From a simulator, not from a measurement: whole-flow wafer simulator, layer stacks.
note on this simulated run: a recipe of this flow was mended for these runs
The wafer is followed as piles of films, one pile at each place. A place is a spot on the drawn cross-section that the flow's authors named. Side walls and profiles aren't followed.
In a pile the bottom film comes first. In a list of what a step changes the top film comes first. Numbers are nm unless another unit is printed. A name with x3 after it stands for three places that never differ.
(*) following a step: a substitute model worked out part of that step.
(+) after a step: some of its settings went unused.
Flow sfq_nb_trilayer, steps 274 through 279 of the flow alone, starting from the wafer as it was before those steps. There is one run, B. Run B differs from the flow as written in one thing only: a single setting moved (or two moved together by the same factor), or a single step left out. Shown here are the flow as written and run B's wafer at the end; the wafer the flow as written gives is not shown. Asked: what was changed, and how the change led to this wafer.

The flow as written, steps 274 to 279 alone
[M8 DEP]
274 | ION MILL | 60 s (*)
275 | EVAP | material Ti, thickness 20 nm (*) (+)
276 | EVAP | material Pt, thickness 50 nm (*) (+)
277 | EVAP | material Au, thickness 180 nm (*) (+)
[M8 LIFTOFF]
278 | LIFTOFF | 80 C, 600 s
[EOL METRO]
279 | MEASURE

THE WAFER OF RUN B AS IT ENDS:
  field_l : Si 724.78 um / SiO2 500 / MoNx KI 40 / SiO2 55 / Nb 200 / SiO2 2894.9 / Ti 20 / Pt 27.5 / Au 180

The reason: step 276, EVAP: thickness 27.5 nm was run, though the flow has thickness 50 nm.
The wafer itself shows it: field_l has Pt 27.5, and step 276 as written asks for 50 nm.

How this came from the change, step by step:
  276 | EVAP | material Pt, thickness 50 nm (*) (+)
      field_l, v_sur x3, via_wl x2 and 100 more: +27.5 Pt (new film) (in the flow as written it would be: +50 Pt (new film))
  278 | LIFTOFF | 80 C, 600 s
      p4_fl x5, p4_w1 x9, p3_s0 x11 and 49 more: -180 Au (all of it), -27.5 Pt (all of it), -20 Ti (all of it), -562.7 KrF-resist-other-grade (all of it), -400 lift-off-underlayer (all of it) (in the flow as written it would be: -180 Au (all of it), -50 Pt (all of it), -20 Ti (all of it), -562.7 KrF-resist-other-grade (all of it), -400 lift-off-underlayer (all of it))
      r_sur, res, r_end: -180 Au (all of it), -27.5 Pt (all of it), -20 Ti (all of it), -559.9 KrF-resist-other-grade (all of it), -399.5 lift-off-underlayer (all of it) (in the flow as written it would be: -180 Au (all of it), -50 Pt (all of it), -20 Ti (all of it), -559.9 KrF-resist-other-grade (all of it), -399.5 lift-off-underlayer (all of it))
      (as well as at 18 more places)
